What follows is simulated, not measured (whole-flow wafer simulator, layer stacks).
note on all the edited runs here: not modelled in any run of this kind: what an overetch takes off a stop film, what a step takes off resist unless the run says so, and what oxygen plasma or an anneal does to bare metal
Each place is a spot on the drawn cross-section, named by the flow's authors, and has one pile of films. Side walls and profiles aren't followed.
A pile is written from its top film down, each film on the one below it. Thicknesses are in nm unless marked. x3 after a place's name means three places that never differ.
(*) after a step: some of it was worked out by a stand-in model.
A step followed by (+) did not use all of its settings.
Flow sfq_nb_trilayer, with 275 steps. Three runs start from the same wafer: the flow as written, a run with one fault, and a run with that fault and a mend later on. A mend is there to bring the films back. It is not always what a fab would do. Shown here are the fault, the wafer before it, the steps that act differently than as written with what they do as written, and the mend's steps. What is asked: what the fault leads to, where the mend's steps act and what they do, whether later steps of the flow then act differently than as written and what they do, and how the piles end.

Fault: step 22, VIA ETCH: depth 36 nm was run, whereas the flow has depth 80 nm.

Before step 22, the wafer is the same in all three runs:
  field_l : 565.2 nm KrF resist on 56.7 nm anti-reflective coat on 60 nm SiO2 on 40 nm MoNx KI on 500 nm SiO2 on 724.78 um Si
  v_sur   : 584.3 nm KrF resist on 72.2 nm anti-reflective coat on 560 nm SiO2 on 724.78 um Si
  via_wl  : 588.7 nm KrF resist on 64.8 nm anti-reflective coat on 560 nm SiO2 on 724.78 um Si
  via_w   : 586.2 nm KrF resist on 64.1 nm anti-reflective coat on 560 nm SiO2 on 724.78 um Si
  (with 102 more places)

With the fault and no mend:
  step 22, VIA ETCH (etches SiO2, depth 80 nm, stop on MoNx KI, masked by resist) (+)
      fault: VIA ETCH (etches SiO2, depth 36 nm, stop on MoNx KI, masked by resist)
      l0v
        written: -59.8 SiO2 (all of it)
        fault: -36 SiO2
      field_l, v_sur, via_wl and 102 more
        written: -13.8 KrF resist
        fault: -6.21 KrF resist
  Later steps of the flow acting differently than as written (3 other steps are not shown; they differ only slightly, by no more than 2% or 0.5 nm, whichever is larger):
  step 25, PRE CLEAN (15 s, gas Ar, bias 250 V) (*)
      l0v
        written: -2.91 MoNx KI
        fault: -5 SiO2
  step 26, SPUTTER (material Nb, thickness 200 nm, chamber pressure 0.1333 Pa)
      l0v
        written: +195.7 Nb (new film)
        fault: +200 Nb (new film)
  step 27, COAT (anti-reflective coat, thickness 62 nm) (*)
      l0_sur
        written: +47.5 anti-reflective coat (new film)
        fault: +49.9 anti-reflective coat (new film)
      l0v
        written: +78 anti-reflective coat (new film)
        fault: +71 anti-reflective coat (new film)
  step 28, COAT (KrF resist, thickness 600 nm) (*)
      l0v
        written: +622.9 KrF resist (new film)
        fault: +609.1 KrF resist (new film)
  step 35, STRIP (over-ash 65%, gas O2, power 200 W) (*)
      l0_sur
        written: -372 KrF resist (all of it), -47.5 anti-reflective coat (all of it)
        fault: -373.4 KrF resist (all of it), -49.9 anti-reflective coat (all of it)
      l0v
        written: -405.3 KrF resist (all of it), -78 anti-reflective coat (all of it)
        fault: -391.4 KrF resist (all of it), -71 anti-reflective coat (all of it)
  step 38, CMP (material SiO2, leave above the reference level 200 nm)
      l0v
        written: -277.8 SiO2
        fault: -303.8 SiO2
  By the end, the piles at l0v depart from the flow's by more than 2% or 0.5 nm, whichever is larger.
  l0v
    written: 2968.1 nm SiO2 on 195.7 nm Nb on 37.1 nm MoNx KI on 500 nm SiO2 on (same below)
    fault: 2942 nm SiO2 on 200 nm Nb on 18.8 nm SiO2 on 40 nm MoNx KI on 500 nm SiO2 on (same below)

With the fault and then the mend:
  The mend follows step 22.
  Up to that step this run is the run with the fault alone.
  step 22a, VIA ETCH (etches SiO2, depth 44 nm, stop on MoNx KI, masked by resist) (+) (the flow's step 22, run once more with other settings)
      field_l, v_sur, via_wl and 102 more
        -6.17 KrF resist
      l0v
        -23.8 SiO2 (all of it)
  None of the later steps of the flow differs from how it acts as written, at any place that is followed, by more than 2% or 0.5 nm, whichever is larger.
  By the end, the piles equal the flow's at every place that both follow.
